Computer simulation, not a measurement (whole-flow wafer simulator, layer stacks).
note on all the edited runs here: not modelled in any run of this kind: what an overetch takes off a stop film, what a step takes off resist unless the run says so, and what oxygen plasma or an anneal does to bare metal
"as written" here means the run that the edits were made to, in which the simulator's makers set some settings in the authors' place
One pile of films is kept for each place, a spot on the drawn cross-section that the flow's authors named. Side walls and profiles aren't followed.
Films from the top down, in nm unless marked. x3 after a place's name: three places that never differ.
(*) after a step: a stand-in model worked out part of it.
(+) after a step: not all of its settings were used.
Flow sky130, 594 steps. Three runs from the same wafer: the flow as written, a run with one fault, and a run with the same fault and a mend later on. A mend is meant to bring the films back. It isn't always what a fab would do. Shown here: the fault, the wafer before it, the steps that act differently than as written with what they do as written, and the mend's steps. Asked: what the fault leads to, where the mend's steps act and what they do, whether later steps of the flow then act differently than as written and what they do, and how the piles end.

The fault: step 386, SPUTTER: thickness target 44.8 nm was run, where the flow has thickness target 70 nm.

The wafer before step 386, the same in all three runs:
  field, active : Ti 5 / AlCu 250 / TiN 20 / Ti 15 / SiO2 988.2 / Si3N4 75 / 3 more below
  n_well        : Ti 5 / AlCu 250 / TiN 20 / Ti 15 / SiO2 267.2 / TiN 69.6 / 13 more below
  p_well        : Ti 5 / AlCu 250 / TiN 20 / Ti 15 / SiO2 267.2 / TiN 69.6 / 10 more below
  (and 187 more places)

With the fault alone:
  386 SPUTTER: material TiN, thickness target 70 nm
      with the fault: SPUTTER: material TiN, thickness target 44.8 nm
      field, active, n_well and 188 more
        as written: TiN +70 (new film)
        with the fault: TiN +44.8 (new film)
  Later steps of the flow that act differently than as written (16 more steps differ only slightly, by at most 2% or 0.5 nm, whichever is larger, and aren't shown):
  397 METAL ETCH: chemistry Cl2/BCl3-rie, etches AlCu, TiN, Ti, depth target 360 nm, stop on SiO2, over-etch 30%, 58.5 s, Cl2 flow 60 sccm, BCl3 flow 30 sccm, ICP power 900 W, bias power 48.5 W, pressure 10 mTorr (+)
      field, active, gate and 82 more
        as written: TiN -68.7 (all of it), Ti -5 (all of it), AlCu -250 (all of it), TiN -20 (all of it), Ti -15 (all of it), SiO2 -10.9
        with the fault: TiN -43.5 (all of it), Ti -5 (all of it), AlCu -250 (all of it), TiN -20 (all of it), Ti -15 (all of it), SiO2 -13.5
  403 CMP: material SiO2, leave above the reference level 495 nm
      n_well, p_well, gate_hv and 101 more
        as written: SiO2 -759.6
        with the fault: SiO2 -734.4
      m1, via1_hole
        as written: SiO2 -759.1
        with the fault: SiO2 -733.9
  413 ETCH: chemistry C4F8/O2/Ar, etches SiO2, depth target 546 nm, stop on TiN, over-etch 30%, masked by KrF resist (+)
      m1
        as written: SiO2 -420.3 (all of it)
        with the fault: SiO2 -445.5 (all of it)
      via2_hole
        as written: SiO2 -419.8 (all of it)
        with the fault: SiO2 -445 (all of it)
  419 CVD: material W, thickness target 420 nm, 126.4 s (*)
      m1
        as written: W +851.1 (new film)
        with the fault: W +876.7 (new film)
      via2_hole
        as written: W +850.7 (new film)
        with the fault: W +876.2 (new film)
  At the end the piles differ from the flow's by more than 2% or 0.5 nm, whichever is larger, at n_well, p_well, gate_hv and 103 more.
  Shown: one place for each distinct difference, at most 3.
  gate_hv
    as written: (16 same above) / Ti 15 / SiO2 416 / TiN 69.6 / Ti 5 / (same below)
    with the fault: (16 same above) / Ti 15 / SiO2 441.2 / TiN 44.4 / Ti 5 / (same below)
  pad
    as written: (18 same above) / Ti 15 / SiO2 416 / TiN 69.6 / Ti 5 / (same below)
    with the fault: (18 same above) / Ti 15 / SiO2 441.2 / TiN 44.4 / Ti 5 / (same below)
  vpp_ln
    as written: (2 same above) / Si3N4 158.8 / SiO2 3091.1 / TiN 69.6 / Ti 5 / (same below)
    with the fault: (2 same above) / Si3N4 158.8 / SiO2 3116.3 / TiN 44.4 / Ti 5 / (same below)

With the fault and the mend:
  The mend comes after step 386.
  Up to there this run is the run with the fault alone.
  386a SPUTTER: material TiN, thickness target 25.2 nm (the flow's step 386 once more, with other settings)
      field, active, n_well and 188 more
        TiN +25.2
  No later step of the flow acts differently than as written at any place that is followed.
  At the end the piles are the same as the flow's at every place that both follow.
